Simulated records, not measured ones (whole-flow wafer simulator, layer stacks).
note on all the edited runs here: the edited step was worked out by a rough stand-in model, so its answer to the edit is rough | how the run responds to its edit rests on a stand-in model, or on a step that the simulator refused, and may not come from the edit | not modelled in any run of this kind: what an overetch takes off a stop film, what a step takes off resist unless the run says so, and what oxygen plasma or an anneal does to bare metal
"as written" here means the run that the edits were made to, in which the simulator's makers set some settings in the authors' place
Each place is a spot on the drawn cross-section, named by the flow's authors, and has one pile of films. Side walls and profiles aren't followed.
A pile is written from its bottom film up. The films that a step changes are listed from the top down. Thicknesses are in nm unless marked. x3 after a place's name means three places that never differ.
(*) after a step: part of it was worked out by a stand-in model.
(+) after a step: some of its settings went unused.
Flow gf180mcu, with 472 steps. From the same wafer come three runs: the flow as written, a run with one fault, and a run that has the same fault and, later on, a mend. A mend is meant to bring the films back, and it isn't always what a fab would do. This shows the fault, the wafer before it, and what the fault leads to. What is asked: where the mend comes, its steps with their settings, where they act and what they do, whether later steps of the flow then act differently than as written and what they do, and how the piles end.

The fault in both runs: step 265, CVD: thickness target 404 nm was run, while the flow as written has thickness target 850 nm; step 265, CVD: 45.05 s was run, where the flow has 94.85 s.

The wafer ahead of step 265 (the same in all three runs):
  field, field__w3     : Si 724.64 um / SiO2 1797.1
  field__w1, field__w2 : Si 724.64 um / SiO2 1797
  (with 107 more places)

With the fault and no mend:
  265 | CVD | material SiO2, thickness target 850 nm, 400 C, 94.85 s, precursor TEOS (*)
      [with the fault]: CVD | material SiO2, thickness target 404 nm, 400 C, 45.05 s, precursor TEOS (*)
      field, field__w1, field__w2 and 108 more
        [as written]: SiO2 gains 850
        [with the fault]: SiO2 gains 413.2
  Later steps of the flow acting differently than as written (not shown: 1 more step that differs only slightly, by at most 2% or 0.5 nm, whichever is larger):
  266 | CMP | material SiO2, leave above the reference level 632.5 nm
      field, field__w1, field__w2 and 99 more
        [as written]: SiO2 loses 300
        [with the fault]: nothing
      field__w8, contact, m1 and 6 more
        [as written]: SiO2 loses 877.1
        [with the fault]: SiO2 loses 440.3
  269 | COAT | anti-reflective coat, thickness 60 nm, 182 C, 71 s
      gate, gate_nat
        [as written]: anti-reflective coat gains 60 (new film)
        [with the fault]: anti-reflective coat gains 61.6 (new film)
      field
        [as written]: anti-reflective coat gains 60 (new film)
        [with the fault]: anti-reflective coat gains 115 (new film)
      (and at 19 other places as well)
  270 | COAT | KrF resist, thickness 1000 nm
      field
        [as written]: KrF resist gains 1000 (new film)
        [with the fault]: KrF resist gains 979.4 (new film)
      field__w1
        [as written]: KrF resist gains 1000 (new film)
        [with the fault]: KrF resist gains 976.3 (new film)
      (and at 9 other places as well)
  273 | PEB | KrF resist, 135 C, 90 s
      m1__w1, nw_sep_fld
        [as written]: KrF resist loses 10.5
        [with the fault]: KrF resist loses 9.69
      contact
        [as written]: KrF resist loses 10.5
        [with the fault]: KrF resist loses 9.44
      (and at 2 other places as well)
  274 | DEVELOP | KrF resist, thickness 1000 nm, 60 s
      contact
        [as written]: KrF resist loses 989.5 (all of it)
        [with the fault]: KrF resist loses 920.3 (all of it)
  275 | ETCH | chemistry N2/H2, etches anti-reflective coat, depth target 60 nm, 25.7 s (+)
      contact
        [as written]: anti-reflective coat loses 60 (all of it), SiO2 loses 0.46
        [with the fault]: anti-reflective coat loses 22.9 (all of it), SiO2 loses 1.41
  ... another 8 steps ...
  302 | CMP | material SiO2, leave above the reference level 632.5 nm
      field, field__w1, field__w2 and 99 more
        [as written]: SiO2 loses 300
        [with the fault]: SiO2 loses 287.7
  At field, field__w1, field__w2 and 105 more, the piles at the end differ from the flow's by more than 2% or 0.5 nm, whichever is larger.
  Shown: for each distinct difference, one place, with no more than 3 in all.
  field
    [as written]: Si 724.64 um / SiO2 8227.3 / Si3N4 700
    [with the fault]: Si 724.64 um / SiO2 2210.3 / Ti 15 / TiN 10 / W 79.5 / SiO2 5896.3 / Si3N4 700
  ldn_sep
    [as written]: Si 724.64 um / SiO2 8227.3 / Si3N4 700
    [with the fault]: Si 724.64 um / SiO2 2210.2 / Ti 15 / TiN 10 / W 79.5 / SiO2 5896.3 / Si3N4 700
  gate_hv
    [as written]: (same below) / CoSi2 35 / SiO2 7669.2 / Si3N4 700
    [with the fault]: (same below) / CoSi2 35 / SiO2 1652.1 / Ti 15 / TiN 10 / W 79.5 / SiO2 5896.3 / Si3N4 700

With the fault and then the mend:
  After step 265 comes the mend.
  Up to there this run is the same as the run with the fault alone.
  265a | CVD | material SiO2, thickness target 446 nm, 400 C, 49.77 s, precursor TEOS (*) (the flow's step 265, run once more with other settings)
      field, field__w1, field__w2 and 108 more
        SiO2 gains 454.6
  Later steps of the flow acting differently than as written:
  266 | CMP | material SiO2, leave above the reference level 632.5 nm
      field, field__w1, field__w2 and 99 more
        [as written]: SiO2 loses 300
        [with the mend]: SiO2 loses 317.9
  By the end, the piles equal the flow's at every place that both follow.
